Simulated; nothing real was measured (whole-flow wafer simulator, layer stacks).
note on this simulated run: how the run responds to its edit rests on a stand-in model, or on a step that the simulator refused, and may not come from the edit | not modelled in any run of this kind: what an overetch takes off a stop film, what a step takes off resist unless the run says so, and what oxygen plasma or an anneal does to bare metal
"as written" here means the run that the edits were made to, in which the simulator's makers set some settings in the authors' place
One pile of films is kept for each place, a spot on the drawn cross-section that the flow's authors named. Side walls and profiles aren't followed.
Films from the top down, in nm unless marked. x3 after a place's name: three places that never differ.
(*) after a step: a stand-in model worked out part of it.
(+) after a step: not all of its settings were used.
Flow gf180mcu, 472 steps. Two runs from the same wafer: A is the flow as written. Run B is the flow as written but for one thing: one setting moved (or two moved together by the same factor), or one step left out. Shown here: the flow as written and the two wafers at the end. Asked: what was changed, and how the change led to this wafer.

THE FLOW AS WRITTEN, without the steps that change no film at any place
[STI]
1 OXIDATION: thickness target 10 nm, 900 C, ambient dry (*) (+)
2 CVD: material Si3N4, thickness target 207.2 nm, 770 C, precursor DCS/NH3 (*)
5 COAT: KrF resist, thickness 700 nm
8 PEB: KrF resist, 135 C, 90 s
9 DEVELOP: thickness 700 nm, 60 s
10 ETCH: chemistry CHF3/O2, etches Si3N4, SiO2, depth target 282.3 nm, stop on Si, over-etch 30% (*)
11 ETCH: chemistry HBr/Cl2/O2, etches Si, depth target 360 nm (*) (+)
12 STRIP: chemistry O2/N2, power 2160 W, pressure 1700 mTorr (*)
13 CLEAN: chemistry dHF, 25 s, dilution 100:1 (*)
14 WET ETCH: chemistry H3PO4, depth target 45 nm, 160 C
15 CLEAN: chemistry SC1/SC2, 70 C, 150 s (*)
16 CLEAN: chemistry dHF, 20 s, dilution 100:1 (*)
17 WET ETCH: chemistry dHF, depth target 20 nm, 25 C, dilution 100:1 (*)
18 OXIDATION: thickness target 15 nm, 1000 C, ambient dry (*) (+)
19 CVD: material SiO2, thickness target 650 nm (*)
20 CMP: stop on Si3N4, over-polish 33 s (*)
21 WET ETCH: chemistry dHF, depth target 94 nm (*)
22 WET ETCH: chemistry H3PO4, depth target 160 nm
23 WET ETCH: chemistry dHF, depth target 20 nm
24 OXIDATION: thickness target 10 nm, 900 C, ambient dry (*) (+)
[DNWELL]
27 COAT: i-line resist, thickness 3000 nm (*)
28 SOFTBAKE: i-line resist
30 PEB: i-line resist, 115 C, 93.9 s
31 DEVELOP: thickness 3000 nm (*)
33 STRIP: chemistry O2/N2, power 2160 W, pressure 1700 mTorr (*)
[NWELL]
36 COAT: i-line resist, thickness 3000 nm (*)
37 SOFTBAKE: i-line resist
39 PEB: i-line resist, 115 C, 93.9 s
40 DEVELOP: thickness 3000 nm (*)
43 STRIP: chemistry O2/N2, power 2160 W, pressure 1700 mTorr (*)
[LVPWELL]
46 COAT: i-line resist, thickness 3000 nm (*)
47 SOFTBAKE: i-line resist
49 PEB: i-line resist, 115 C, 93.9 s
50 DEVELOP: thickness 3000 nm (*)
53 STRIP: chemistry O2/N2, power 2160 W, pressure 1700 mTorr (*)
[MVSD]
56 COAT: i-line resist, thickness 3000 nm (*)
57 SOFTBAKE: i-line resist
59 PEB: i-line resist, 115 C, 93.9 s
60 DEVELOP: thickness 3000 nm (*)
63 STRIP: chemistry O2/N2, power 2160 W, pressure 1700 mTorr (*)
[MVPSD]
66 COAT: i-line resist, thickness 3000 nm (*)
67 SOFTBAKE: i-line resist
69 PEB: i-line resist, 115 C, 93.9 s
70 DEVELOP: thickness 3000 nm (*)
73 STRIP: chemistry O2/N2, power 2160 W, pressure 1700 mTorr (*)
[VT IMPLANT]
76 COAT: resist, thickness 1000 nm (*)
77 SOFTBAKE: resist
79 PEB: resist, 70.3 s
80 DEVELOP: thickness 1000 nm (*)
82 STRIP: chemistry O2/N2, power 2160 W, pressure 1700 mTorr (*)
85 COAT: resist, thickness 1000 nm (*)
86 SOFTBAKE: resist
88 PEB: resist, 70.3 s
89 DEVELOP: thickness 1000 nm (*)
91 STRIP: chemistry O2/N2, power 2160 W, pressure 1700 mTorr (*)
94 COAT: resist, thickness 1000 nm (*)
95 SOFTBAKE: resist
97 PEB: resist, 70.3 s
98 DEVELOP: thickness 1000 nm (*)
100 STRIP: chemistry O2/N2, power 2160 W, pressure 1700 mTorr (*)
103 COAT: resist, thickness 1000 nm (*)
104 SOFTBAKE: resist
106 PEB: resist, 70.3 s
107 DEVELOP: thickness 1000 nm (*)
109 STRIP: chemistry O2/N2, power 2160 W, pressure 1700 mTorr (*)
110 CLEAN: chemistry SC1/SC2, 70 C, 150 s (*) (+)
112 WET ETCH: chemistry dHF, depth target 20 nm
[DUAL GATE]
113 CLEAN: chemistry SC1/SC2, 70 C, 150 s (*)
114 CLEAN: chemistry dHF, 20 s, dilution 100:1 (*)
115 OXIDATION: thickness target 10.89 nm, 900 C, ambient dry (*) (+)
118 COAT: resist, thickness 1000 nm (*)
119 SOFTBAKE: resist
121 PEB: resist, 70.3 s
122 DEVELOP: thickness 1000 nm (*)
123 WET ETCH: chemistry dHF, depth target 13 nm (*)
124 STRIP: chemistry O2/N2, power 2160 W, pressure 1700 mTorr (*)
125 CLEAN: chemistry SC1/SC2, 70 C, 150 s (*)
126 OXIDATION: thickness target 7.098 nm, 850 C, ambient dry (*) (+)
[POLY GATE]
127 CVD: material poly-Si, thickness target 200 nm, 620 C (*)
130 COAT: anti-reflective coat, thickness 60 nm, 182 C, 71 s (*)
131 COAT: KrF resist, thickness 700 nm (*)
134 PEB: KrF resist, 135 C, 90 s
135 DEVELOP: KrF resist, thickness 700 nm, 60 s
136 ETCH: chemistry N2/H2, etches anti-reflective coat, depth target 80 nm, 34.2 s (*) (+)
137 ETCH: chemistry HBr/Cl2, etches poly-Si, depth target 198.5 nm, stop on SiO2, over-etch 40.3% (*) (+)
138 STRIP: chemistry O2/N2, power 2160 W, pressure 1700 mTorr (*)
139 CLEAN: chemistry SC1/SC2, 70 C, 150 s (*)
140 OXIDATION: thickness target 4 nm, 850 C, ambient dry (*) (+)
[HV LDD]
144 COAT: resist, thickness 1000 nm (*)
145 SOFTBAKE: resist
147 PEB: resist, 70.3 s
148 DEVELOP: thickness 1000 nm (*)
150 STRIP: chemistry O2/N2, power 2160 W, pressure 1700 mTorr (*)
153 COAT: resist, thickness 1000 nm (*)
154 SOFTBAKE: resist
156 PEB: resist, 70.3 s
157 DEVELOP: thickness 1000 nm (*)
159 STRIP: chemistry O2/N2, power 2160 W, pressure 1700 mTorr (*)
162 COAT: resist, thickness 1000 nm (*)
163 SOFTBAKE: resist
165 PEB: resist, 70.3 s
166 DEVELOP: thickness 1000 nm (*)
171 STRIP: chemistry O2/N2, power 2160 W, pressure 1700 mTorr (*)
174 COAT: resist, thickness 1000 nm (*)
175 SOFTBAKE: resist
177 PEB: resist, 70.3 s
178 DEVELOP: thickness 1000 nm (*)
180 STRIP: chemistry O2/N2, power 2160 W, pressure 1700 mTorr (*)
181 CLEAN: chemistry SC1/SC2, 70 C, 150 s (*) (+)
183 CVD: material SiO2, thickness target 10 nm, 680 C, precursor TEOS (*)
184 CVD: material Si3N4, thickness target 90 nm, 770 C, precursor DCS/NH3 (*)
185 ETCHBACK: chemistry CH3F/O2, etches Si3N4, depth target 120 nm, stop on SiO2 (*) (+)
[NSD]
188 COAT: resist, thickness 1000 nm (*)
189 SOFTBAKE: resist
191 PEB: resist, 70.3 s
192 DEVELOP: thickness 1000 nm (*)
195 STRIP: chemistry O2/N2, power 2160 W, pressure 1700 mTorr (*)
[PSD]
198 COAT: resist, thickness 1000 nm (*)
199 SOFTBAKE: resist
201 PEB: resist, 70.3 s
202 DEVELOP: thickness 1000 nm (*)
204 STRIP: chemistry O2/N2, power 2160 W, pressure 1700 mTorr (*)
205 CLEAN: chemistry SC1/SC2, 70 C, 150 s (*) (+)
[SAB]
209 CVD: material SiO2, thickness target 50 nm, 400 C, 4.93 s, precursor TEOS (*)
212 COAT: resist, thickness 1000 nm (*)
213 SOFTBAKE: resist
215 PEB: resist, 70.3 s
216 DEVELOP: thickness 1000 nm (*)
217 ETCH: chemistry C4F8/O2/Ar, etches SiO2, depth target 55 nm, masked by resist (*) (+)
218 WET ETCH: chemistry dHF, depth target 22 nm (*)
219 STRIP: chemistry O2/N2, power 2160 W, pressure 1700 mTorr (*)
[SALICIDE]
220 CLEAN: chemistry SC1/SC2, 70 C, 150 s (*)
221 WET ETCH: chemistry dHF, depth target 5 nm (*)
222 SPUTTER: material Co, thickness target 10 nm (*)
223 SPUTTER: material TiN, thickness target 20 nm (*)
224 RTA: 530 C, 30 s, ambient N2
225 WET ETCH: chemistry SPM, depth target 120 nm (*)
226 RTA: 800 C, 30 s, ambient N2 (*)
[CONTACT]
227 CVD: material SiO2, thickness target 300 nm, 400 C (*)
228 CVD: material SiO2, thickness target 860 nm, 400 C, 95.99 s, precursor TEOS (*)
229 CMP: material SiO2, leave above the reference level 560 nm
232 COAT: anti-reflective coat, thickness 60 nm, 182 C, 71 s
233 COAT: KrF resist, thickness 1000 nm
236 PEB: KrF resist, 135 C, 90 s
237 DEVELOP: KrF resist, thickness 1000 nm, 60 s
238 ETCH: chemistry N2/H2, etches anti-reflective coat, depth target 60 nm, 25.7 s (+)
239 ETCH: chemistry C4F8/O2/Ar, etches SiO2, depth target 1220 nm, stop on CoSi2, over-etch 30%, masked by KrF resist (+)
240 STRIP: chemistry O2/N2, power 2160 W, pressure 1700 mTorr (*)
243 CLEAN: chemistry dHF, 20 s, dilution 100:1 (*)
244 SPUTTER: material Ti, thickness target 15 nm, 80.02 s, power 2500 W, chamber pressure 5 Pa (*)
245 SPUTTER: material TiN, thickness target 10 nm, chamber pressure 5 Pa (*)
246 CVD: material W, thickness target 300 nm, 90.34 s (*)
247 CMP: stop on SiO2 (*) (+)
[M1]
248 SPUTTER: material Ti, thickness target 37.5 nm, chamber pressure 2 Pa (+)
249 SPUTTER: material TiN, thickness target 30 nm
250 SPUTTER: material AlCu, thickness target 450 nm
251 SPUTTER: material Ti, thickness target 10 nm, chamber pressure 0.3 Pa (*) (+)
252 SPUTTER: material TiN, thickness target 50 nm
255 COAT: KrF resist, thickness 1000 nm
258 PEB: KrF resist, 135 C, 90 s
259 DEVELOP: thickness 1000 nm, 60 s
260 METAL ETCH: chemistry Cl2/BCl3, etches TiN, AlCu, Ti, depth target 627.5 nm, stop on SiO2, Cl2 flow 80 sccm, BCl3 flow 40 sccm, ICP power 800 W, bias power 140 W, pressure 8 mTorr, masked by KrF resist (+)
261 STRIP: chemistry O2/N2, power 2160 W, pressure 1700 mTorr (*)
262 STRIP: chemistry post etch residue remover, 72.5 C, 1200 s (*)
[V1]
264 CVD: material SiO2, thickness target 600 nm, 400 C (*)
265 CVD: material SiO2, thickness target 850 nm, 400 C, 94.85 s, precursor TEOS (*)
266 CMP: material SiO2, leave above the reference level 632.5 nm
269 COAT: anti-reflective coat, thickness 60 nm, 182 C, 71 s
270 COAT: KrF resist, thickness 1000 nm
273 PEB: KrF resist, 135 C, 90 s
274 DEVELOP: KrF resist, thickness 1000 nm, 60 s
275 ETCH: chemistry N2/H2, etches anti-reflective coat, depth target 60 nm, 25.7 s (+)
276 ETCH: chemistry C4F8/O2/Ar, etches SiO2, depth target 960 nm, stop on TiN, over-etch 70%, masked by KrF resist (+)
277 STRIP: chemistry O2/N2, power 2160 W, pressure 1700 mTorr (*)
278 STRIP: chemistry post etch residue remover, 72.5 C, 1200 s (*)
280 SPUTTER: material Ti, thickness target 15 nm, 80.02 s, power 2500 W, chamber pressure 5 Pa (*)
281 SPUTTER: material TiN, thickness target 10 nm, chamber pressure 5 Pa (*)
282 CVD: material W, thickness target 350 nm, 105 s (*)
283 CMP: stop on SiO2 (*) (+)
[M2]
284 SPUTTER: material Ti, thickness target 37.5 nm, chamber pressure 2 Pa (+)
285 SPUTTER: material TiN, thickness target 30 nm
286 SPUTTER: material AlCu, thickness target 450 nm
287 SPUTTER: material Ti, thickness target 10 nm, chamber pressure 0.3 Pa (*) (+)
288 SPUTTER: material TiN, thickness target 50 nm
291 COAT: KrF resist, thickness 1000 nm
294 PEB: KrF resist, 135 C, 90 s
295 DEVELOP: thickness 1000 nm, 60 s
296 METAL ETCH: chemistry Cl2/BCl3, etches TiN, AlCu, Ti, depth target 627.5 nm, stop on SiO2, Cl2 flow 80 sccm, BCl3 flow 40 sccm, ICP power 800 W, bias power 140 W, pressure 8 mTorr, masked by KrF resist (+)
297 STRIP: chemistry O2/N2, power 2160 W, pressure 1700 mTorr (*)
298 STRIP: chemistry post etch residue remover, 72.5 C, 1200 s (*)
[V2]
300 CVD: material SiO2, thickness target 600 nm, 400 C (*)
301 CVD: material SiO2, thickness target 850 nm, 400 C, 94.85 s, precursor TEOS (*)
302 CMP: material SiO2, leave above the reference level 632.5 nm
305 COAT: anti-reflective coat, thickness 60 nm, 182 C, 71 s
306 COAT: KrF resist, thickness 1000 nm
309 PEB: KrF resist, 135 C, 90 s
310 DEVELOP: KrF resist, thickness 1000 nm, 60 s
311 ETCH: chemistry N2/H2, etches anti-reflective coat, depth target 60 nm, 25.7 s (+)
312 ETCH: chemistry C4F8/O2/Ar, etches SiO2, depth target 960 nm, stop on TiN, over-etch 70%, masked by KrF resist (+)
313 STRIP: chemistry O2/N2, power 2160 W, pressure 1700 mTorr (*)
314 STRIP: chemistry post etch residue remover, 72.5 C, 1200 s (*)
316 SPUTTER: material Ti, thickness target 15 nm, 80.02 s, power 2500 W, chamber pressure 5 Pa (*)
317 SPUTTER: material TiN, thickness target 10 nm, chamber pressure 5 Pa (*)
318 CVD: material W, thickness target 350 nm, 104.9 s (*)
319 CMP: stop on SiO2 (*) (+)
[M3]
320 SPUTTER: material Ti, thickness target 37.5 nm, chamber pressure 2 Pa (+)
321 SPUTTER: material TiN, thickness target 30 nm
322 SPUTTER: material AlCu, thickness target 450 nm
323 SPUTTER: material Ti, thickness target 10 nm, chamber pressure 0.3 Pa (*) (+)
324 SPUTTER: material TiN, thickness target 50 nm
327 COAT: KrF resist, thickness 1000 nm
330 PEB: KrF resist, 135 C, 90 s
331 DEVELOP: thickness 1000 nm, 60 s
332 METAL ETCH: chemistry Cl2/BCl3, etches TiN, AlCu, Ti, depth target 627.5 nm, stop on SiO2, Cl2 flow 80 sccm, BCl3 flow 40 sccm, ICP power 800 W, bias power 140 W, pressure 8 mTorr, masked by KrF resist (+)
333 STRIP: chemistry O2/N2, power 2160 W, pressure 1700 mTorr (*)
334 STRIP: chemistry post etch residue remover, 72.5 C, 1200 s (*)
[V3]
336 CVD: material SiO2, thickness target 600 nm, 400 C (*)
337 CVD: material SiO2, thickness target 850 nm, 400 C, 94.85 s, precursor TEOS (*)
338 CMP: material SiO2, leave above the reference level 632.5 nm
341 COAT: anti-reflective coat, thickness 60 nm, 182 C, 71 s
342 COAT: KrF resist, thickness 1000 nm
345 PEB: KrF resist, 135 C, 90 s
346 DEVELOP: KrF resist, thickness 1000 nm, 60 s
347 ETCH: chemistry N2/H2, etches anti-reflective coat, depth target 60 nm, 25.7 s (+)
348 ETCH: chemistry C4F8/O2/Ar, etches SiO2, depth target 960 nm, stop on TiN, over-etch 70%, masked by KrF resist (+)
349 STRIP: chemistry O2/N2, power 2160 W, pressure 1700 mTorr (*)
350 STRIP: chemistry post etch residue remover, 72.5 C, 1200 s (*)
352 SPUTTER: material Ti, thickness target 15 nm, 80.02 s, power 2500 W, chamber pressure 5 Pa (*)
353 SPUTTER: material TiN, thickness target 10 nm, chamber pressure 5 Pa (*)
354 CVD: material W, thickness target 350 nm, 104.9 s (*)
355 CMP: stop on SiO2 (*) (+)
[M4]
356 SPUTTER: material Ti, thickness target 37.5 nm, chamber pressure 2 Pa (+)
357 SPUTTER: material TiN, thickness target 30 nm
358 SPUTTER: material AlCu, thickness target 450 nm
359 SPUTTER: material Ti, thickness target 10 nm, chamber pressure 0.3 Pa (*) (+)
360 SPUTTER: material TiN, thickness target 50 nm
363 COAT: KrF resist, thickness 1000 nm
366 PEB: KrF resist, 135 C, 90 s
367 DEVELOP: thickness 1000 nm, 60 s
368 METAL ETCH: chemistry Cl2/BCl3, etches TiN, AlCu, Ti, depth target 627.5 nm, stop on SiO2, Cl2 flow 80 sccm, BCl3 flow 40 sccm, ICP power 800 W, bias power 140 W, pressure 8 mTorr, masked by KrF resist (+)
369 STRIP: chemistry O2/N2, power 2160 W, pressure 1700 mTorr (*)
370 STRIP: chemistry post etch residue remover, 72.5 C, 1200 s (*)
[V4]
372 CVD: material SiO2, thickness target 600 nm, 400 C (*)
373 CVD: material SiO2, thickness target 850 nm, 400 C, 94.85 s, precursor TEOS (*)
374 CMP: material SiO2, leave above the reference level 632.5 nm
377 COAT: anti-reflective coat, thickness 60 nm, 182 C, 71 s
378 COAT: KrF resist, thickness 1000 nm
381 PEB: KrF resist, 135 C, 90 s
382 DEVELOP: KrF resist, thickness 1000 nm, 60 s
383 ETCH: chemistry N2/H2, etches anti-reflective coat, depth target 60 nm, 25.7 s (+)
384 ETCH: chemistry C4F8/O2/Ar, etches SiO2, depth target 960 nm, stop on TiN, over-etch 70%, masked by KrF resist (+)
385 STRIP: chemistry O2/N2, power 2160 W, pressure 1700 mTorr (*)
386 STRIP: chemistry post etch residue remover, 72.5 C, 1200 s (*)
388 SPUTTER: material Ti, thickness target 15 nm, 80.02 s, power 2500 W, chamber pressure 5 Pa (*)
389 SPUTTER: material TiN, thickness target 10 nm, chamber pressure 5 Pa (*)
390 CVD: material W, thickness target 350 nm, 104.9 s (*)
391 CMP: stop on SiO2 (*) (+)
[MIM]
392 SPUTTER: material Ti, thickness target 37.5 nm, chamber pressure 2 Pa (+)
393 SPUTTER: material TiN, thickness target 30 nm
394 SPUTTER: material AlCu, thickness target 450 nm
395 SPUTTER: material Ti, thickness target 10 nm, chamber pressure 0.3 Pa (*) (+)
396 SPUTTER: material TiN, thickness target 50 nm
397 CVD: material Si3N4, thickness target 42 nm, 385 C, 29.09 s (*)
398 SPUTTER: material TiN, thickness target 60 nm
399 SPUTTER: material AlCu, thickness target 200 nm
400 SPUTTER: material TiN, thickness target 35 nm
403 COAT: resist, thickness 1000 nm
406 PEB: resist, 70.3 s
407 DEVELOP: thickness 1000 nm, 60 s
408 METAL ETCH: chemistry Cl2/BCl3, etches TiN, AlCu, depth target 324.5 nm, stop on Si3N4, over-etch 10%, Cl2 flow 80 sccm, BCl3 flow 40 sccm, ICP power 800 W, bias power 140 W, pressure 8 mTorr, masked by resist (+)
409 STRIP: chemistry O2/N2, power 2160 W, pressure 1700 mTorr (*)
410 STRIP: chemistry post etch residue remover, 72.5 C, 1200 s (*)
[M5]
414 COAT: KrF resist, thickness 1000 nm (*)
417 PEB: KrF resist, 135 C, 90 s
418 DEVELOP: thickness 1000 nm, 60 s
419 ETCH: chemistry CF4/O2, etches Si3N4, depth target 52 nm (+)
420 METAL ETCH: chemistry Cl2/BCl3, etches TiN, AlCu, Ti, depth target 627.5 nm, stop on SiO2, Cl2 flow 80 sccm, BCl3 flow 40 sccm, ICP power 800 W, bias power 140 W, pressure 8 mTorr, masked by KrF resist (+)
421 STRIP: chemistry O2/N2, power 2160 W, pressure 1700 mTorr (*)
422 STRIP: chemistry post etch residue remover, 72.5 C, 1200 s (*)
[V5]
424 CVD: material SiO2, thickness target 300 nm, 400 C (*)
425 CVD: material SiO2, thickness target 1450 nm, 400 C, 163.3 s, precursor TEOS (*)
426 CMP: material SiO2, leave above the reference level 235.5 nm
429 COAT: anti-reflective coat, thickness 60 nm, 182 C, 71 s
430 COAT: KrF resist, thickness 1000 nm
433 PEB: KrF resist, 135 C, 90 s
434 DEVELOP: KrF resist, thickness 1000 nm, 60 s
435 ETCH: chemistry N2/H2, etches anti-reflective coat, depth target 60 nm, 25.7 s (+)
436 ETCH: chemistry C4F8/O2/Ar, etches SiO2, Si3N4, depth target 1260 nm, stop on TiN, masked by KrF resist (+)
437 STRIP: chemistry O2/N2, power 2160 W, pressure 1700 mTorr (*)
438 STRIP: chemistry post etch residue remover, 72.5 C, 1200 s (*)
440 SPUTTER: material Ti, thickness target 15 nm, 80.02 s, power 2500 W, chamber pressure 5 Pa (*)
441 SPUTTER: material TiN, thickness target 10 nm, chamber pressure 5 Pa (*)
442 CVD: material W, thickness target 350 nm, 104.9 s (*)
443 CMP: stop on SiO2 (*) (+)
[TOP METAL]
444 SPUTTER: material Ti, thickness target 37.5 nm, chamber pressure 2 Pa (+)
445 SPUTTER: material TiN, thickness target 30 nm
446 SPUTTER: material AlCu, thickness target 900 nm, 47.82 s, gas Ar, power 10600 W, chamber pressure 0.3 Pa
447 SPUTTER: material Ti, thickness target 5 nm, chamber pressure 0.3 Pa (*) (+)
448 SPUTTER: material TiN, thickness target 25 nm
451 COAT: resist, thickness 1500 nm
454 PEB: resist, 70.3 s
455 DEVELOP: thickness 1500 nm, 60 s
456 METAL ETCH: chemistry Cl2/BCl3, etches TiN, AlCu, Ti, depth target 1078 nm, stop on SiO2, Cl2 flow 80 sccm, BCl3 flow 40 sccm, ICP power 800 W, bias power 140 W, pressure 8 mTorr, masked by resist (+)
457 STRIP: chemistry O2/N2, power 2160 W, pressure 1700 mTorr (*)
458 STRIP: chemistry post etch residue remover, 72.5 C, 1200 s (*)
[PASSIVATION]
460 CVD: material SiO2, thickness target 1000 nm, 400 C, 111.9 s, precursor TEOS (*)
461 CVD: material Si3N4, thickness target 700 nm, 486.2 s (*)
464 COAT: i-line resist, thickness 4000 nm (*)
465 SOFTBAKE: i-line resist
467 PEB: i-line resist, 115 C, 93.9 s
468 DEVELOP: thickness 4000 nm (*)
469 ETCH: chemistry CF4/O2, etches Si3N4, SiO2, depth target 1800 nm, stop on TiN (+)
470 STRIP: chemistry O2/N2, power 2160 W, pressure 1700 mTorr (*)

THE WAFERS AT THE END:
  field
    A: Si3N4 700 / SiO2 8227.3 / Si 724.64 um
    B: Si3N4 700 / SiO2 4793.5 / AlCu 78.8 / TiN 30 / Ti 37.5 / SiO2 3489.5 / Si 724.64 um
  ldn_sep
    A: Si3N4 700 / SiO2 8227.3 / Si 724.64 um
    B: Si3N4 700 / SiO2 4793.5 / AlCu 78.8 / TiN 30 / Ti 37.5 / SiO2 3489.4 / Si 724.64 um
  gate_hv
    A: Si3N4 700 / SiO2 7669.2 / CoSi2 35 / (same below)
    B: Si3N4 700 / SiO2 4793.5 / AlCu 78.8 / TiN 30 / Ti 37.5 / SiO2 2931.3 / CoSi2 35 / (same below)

The cause: step 322, SPUTTER: thickness target 652 nm was run, where the flow has thickness target 450 nm.

How the change led to this, step by step:
  322 SPUTTER: material AlCu, thickness target 450 nm
      field, field__w1, field__w2 and 108 more: A AlCu +450 (new film) | B AlCu +652 (new film)
  332 METAL ETCH: chemistry Cl2/BCl3, etches TiN, AlCu, Ti, depth target 627.5 nm, stop on SiO2, Cl2 flow 80 sccm, BCl3 flow 40 sccm, ICP power 800 W, bias power 140 W, pressure 8 mTorr, masked by KrF resist (+)
      field, field__w1, field__w2 and 103 more: A TiN -50 (all of it), Ti -10 (all of it), AlCu -450 (all of it), TiN -30 (all of it), Ti -37.5 (all of it) | B TiN -50 (all of it), Ti -10 (all of it), AlCu -567.5
  334 STRIP: chemistry post etch residue remover, 72.5 C, 1200 s (*)
      field, field__w1, field__w2 and 103 more: A nothing | B AlCu -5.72
  336 CVD: material SiO2, thickness target 600 nm, 400 C (*)
      field, field__w1, field__w2 and 103 more: A SiO2 +600 | B SiO2 +600 (new film)
  338 CMP: material SiO2, leave above the reference level 632.5 nm
      field, field__w1, field__w2 and 103 more: A SiO2 -300 | B SiO2 -244.3
Counting metal films that touch as one body, field has 1 body; the flow as written gives 0 bodies.
Counting metal films that touch as one body, ldn_sep has 1 body; the flow as written gives 0 bodies.
Counting metal films that touch as one body, gate_hv has 2 bodies (between them, from the top down: SiO2 2931.3); the flow as written gives 1 body.
